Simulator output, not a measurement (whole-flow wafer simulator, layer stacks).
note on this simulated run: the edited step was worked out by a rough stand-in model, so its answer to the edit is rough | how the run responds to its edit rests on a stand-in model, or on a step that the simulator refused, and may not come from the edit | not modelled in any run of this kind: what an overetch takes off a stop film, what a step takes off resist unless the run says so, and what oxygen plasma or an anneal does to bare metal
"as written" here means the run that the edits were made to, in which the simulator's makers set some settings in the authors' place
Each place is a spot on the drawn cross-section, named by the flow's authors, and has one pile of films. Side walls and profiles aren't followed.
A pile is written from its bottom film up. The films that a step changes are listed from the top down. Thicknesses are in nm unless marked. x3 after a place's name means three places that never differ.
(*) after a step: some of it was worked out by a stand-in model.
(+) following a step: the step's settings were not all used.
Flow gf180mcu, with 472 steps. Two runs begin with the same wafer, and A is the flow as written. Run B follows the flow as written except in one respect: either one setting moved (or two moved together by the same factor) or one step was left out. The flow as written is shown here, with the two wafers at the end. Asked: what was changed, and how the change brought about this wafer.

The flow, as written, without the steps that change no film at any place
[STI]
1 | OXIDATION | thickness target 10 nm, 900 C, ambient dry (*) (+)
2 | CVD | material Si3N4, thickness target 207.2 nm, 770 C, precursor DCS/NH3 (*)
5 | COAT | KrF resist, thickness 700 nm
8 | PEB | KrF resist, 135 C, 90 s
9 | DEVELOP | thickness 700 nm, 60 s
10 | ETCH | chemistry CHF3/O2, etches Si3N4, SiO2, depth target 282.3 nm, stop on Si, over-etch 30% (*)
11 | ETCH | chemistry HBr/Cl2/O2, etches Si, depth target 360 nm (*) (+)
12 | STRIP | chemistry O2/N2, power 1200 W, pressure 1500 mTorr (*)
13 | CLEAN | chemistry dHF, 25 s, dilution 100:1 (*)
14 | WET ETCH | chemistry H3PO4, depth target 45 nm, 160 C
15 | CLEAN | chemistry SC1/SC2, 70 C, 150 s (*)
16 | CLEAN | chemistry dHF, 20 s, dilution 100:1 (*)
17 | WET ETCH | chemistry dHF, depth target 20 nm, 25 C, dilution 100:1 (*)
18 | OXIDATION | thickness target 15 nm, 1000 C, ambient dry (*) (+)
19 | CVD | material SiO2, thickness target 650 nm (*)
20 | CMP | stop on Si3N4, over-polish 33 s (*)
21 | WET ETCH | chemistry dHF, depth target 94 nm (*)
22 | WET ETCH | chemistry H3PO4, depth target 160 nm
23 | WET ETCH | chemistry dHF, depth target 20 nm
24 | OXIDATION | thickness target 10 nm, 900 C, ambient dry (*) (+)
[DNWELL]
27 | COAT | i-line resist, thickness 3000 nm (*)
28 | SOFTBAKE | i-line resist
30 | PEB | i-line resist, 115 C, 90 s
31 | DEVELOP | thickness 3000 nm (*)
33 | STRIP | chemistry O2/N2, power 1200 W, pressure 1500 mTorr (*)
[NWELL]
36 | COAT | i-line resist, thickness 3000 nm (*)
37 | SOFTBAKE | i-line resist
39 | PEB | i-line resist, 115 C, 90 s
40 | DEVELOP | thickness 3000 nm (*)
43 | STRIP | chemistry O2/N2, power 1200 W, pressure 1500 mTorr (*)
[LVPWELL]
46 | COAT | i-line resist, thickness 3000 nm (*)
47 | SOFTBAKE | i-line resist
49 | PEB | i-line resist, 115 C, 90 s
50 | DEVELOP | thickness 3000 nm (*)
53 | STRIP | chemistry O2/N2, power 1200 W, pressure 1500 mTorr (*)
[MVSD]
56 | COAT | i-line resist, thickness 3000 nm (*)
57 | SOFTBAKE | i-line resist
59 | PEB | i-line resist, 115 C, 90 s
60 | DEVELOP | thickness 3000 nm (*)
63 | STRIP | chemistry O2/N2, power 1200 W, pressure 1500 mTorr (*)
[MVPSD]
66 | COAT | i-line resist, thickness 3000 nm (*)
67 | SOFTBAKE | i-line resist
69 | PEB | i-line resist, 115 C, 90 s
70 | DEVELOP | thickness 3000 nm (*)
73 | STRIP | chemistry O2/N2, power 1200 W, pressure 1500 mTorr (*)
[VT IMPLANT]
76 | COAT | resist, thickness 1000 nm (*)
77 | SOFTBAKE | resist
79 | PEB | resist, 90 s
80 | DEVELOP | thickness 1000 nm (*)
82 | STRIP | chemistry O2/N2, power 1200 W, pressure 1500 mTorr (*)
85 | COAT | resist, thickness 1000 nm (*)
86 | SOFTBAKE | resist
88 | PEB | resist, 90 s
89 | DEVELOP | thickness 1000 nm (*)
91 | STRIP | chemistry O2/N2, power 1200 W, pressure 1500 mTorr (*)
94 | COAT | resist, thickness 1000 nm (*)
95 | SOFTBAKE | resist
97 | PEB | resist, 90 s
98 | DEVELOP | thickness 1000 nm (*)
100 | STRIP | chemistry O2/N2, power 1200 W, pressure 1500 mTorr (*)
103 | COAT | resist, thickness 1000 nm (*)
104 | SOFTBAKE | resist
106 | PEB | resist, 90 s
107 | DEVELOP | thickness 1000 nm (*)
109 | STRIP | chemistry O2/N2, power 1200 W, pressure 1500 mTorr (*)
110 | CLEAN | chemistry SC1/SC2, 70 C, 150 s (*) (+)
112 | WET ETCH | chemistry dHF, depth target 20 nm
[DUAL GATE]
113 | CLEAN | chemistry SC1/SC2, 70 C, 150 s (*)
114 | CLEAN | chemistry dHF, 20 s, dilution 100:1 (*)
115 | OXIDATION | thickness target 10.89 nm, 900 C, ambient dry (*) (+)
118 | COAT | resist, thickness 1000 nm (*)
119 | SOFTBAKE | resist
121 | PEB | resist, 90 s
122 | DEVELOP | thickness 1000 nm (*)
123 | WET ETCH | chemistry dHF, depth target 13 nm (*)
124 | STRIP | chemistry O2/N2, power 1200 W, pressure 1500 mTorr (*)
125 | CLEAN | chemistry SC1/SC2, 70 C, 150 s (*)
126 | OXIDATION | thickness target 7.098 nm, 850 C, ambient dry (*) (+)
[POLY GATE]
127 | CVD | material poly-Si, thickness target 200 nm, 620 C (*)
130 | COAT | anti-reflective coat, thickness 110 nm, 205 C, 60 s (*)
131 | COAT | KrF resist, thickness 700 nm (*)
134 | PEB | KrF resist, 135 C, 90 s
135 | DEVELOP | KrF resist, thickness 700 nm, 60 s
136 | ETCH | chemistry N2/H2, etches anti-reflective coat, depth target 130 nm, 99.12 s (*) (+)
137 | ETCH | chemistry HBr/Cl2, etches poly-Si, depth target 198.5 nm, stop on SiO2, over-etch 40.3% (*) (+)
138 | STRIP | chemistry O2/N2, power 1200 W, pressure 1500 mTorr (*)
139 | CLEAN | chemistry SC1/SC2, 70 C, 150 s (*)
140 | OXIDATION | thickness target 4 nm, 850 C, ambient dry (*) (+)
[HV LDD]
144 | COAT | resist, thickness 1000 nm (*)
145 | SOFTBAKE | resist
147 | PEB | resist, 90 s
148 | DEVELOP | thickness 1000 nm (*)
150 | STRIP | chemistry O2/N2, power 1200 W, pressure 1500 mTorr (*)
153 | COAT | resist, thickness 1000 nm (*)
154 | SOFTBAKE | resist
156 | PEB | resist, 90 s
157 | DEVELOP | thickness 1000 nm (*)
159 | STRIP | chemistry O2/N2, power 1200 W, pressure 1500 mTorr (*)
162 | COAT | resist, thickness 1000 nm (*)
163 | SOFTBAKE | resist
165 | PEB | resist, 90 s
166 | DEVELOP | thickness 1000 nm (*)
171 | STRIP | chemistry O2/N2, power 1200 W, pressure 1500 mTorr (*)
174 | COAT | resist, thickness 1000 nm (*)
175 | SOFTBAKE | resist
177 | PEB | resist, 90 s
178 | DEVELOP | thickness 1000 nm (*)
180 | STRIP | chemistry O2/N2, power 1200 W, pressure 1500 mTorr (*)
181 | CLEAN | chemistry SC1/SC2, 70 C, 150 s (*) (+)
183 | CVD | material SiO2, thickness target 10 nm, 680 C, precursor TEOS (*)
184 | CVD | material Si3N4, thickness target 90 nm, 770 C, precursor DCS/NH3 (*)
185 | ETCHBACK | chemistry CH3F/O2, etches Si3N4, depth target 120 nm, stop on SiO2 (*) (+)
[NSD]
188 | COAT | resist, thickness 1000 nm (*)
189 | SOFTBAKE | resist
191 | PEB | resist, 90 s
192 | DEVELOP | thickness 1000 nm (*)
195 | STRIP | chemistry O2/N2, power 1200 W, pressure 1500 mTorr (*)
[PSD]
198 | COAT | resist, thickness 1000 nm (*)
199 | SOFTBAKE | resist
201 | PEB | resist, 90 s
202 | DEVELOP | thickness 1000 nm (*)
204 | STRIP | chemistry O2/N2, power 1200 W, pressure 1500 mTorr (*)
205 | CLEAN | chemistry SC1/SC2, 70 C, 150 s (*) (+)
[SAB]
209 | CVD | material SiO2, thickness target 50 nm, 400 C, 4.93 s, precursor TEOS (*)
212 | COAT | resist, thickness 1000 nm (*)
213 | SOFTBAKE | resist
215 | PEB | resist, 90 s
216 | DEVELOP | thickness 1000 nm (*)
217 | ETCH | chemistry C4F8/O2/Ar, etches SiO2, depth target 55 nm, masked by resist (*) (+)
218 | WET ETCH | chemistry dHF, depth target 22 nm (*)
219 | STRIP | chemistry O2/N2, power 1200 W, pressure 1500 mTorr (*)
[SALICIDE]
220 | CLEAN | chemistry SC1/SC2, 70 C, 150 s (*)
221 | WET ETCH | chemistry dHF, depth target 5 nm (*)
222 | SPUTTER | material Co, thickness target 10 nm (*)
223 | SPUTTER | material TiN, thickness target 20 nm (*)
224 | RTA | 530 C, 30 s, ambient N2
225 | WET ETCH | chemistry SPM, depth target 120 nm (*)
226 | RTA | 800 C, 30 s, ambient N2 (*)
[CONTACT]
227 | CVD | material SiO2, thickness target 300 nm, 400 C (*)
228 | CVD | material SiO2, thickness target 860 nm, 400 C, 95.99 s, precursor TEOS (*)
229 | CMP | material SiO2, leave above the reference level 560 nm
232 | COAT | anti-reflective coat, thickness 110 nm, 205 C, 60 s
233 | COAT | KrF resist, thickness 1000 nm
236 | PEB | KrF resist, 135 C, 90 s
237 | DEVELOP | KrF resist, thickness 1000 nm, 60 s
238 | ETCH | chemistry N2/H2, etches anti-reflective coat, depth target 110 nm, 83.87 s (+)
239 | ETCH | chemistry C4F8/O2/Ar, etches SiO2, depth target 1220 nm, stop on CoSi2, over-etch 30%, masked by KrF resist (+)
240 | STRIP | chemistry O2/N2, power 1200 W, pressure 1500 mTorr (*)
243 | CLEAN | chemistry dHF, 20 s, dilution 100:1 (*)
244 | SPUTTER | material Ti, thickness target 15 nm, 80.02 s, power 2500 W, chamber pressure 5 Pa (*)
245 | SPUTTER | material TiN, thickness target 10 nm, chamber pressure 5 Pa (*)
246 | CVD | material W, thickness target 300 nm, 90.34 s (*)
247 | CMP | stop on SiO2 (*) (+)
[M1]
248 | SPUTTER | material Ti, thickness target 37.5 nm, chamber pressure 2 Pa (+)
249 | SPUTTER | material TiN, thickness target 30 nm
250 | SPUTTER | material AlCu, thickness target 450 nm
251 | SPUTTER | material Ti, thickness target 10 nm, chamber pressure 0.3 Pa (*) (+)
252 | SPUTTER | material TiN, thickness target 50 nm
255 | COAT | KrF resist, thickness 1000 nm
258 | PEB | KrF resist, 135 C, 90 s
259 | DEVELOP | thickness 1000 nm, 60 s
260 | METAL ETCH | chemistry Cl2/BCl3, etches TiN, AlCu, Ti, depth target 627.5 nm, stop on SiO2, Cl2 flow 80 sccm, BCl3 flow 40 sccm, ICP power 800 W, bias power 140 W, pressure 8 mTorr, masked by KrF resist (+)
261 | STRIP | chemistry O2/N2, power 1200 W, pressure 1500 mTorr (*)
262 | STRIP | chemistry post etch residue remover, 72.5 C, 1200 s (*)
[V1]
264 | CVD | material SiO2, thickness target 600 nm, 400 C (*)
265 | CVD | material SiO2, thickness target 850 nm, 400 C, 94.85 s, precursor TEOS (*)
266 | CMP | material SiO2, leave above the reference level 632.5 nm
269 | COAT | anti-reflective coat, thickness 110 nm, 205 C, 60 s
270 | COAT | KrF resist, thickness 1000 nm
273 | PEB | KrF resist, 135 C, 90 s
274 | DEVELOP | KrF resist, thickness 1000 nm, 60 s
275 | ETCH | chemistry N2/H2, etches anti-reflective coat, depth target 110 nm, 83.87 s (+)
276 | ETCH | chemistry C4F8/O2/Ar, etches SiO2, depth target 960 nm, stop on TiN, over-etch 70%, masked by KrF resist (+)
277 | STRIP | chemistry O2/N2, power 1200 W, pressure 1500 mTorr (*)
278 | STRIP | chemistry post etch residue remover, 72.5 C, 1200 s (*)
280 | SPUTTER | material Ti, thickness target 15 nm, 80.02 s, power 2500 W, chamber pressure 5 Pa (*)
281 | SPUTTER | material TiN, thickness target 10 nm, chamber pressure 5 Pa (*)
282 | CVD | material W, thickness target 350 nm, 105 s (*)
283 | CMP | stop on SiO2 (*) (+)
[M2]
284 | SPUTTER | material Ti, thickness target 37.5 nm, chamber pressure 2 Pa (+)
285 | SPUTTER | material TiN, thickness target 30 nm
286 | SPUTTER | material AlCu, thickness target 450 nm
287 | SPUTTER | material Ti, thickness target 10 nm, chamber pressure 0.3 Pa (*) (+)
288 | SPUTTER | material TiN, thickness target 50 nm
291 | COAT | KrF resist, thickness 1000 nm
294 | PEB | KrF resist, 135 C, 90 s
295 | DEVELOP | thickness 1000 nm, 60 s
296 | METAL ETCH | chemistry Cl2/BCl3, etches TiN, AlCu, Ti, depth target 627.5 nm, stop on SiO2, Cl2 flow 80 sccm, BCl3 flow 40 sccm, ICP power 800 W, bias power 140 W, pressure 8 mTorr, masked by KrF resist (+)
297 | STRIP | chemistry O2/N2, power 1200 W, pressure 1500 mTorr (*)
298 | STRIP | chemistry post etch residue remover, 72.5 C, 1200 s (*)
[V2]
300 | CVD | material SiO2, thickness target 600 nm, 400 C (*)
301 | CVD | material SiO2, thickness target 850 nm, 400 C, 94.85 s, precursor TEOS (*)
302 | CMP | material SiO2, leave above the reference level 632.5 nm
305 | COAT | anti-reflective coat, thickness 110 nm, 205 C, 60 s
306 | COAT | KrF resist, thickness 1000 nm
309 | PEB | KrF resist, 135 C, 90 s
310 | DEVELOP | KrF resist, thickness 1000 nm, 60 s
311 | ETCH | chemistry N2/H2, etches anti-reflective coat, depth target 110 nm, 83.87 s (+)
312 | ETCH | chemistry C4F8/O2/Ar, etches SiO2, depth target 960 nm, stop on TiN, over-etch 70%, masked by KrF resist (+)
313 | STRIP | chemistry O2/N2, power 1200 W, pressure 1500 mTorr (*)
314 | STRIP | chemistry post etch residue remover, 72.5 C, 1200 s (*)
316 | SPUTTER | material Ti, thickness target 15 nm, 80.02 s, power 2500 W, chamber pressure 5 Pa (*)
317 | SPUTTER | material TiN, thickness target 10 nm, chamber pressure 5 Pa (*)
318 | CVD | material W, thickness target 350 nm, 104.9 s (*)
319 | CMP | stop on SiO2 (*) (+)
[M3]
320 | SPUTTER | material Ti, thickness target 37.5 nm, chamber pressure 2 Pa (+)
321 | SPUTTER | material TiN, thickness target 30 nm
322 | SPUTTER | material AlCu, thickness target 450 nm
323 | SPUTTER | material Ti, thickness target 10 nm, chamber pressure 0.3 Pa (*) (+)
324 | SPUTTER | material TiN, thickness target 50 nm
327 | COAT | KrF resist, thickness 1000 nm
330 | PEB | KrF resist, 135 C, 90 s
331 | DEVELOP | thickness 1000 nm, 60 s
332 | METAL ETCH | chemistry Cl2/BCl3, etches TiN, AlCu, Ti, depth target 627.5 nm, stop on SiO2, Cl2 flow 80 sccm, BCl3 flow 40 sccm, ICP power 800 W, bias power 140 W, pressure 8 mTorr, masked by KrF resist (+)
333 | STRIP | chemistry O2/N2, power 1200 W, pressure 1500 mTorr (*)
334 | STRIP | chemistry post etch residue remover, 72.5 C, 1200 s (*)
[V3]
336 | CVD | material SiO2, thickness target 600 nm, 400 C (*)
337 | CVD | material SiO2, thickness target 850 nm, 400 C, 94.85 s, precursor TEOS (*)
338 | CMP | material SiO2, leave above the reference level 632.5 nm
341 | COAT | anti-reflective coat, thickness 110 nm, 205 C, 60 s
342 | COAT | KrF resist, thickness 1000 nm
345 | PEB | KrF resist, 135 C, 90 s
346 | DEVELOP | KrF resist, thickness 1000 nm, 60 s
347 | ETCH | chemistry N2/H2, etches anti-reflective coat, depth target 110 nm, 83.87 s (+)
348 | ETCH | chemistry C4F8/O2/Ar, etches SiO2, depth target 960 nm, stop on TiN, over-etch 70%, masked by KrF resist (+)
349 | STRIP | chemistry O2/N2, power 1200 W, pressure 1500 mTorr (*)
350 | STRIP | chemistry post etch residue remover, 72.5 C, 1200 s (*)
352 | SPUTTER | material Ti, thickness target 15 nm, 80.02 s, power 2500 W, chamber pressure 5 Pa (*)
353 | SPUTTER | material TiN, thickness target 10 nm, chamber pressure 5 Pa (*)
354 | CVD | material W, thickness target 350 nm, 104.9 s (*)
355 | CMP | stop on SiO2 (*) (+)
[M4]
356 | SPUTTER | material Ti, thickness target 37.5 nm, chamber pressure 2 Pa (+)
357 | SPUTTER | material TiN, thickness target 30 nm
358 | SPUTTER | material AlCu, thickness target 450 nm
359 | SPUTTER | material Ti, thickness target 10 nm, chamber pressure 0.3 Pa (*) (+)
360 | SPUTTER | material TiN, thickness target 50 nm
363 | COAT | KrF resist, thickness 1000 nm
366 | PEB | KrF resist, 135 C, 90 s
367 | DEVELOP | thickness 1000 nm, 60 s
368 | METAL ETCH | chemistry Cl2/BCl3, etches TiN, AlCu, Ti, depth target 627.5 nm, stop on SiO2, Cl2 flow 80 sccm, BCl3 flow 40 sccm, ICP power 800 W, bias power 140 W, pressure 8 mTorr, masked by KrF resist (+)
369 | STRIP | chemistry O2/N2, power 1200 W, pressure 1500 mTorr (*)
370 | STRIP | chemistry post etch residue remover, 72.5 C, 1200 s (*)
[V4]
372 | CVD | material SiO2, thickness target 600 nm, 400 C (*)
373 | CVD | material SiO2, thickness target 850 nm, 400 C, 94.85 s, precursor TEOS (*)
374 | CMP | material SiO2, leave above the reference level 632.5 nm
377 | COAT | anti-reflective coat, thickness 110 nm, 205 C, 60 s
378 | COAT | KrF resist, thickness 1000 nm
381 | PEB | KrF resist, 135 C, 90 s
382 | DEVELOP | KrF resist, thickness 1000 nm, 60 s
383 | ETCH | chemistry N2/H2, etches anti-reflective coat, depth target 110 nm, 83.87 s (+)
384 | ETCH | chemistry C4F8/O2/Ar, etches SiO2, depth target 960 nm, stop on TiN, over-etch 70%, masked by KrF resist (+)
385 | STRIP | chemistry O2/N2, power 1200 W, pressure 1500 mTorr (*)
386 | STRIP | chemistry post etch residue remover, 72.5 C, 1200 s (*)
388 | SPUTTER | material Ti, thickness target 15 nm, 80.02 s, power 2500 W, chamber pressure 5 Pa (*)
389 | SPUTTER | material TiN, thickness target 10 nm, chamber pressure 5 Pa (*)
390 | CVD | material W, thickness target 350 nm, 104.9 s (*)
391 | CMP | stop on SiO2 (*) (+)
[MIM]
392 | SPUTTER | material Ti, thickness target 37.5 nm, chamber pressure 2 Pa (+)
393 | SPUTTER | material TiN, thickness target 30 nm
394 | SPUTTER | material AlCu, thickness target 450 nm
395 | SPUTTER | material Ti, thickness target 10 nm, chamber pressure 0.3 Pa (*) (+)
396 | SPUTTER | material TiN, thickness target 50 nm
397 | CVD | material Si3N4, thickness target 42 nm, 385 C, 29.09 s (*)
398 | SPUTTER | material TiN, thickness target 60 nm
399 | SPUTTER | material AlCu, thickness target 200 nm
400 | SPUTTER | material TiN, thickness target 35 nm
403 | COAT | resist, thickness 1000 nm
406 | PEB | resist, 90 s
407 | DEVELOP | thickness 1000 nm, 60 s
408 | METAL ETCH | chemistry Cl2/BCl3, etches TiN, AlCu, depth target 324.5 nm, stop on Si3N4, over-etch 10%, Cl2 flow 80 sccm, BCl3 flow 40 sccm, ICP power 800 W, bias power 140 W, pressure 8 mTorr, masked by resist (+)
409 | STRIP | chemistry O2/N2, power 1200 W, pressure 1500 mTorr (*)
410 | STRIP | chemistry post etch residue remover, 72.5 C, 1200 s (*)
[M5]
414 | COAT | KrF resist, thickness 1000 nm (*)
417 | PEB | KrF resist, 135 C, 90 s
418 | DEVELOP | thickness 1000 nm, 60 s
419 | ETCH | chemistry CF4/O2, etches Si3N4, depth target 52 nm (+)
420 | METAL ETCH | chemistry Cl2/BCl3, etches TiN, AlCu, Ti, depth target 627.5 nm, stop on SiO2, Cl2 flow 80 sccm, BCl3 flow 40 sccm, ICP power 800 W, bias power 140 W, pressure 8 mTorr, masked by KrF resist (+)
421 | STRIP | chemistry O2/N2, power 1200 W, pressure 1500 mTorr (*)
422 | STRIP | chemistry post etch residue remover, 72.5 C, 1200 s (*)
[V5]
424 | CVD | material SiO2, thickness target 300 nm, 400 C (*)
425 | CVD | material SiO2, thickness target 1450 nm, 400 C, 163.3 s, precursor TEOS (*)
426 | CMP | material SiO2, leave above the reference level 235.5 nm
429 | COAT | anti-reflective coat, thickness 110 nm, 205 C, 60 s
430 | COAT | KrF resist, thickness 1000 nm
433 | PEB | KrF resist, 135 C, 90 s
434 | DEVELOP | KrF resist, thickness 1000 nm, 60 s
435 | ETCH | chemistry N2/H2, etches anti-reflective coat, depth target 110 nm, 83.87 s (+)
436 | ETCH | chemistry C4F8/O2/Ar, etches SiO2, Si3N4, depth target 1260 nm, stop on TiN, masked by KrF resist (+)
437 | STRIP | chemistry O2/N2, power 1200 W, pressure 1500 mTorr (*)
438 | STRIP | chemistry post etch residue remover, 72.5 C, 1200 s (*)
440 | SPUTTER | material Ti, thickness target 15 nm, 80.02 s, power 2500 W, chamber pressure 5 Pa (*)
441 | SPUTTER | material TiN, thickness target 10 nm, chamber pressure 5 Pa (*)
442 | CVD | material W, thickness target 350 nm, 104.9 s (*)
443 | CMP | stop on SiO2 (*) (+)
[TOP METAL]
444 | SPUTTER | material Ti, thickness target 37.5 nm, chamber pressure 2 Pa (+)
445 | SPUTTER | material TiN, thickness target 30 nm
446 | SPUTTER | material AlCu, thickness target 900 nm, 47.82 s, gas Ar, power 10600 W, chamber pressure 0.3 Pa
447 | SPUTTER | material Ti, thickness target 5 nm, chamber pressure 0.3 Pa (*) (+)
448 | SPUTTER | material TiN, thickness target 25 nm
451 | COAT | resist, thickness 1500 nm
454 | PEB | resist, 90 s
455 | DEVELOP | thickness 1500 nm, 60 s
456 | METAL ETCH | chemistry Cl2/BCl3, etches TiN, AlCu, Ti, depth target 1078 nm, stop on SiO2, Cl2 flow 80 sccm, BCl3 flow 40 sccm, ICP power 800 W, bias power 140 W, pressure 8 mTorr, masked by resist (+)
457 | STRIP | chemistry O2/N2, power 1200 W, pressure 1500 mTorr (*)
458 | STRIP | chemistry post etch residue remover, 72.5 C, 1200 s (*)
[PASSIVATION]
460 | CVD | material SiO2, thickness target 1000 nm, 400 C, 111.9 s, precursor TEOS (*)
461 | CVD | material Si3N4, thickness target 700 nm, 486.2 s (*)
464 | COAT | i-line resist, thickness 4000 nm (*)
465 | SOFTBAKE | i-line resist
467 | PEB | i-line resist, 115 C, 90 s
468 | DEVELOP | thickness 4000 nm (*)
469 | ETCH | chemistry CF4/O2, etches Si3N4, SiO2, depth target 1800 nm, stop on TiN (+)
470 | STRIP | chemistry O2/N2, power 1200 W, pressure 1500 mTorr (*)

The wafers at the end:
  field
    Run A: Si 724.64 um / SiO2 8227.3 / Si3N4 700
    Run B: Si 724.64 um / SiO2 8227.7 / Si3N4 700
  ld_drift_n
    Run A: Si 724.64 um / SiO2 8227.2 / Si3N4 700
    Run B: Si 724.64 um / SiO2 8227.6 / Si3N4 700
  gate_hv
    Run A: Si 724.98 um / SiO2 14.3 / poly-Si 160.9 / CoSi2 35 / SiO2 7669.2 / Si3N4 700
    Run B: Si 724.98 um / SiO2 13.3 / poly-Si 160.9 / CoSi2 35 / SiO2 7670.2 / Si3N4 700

Cause: step 115, OXIDATION: thickness target 9.798 nm was run, though the flow has thickness target 10.89 nm.

How this came from the change, step by step:
  115 | OXIDATION | thickness target 10.89 nm, 900 C, ambient dry (*) (+)
      active, n_well, p_well and 40 more: A +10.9 SiO2 (new film), -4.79 Si | B +9.8 SiO2 (new film), -4.31 Si
  123 | WET ETCH | chemistry dHF, depth target 13 nm (*)
      active, n_well, p_well and 12 more: A -10.9 SiO2 (all of it) | B -9.8 SiO2 (all of it)
  189 | SOFTBAKE | resist
      nw_enc_fld_lv__w3: A +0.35 resist | B -0.5 resist
  199 | SOFTBAKE | resist
      nw_enc_fld_lv__w3: A +0.35 resist | B -0.5 resist
  218 | WET ETCH | chemistry dHF, depth target 22 nm (*)
      ldn_tap, ldn_src, ldn_drn, ldp_tap, ldp_src, ldp_drn, ldp_gr: A -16 SiO2 (all of it) | B -15 SiO2 (all of it)
      ld_drn_n, ld_sd_p: A -14.8 SiO2 (all of it) | B -13.8 SiO2 (all of it)
      (also at 5 further places)
  223 | SPUTTER | material TiN, thickness target 20 nm (*)
      field__w12: A +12 TiN (new film) | B +12.6 TiN (new film)
  225 | WET ETCH | chemistry SPM, depth target 120 nm (*)
      field__w12: A -12 TiN (all of it), -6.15 Co (all of it) | B -12.6 TiN (all of it), -6.15 Co (all of it)
